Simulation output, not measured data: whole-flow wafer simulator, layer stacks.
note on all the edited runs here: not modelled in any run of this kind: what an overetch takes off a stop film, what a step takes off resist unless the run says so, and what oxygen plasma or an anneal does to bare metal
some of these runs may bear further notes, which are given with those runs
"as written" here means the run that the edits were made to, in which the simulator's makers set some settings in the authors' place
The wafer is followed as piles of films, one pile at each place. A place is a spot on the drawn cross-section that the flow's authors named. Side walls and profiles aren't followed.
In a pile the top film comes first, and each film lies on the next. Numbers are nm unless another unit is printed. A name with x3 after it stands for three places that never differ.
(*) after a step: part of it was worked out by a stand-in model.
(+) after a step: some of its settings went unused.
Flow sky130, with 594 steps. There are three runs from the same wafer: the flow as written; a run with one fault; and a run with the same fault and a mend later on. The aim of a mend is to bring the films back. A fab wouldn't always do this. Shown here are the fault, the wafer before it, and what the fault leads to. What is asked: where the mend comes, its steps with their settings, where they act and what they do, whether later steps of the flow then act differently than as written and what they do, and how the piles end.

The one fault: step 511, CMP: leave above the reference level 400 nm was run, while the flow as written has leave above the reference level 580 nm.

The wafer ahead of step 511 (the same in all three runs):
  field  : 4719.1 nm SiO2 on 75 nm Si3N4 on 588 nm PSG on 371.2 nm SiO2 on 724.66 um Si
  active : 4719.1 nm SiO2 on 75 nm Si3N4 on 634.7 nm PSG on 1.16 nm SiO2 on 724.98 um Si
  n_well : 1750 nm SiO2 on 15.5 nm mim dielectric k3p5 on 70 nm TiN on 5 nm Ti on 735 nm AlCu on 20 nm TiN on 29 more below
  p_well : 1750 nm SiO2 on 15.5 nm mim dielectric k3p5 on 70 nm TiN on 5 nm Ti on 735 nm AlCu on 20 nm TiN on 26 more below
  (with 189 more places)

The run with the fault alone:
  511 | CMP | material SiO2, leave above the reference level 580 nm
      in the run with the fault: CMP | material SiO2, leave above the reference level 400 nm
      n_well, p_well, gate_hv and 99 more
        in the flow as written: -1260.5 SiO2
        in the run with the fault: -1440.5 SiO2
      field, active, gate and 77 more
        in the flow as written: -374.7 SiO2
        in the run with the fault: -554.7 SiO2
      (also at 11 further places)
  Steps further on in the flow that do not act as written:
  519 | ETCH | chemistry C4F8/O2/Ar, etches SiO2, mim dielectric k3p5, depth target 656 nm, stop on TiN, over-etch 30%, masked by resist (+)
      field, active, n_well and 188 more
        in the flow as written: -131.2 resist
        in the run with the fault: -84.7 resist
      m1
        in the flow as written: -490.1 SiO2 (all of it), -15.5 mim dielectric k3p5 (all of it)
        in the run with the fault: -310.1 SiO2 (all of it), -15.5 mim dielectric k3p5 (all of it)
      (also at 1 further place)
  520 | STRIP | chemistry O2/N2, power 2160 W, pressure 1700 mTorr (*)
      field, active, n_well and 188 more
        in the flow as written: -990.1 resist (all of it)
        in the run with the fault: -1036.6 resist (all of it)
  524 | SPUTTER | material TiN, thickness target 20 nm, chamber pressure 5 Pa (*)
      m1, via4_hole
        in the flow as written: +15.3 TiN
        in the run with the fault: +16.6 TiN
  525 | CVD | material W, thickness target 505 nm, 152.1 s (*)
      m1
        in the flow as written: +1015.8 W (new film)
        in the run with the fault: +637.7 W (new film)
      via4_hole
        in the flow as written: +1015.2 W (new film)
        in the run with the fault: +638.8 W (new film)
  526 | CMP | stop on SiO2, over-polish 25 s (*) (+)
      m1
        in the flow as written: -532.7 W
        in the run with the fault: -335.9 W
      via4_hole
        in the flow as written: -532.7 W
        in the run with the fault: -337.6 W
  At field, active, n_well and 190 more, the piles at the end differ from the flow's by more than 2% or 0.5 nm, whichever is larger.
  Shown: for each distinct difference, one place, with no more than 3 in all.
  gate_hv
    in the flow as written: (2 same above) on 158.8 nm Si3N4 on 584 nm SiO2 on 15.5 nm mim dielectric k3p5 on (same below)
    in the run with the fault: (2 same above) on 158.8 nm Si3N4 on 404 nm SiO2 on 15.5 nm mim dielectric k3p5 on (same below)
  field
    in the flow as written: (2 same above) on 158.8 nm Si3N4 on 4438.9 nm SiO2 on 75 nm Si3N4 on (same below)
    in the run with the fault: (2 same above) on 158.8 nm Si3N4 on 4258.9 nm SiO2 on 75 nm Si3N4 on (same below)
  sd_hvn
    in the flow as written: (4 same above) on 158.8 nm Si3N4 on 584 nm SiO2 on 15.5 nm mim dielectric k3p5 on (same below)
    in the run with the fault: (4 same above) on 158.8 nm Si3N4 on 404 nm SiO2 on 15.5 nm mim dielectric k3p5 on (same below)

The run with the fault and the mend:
  The mend stands after step 511.
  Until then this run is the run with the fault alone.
  511a | HDPCVD | thickness target 180 nm (*) (the flow's step 510, run once more with other settings)
      field, active, n_well and 190 more
        +180 SiO2
  Later steps of the flow that are run all act as written at every place that is followed.
  The piles end the same as the flow's at every place that both follow.
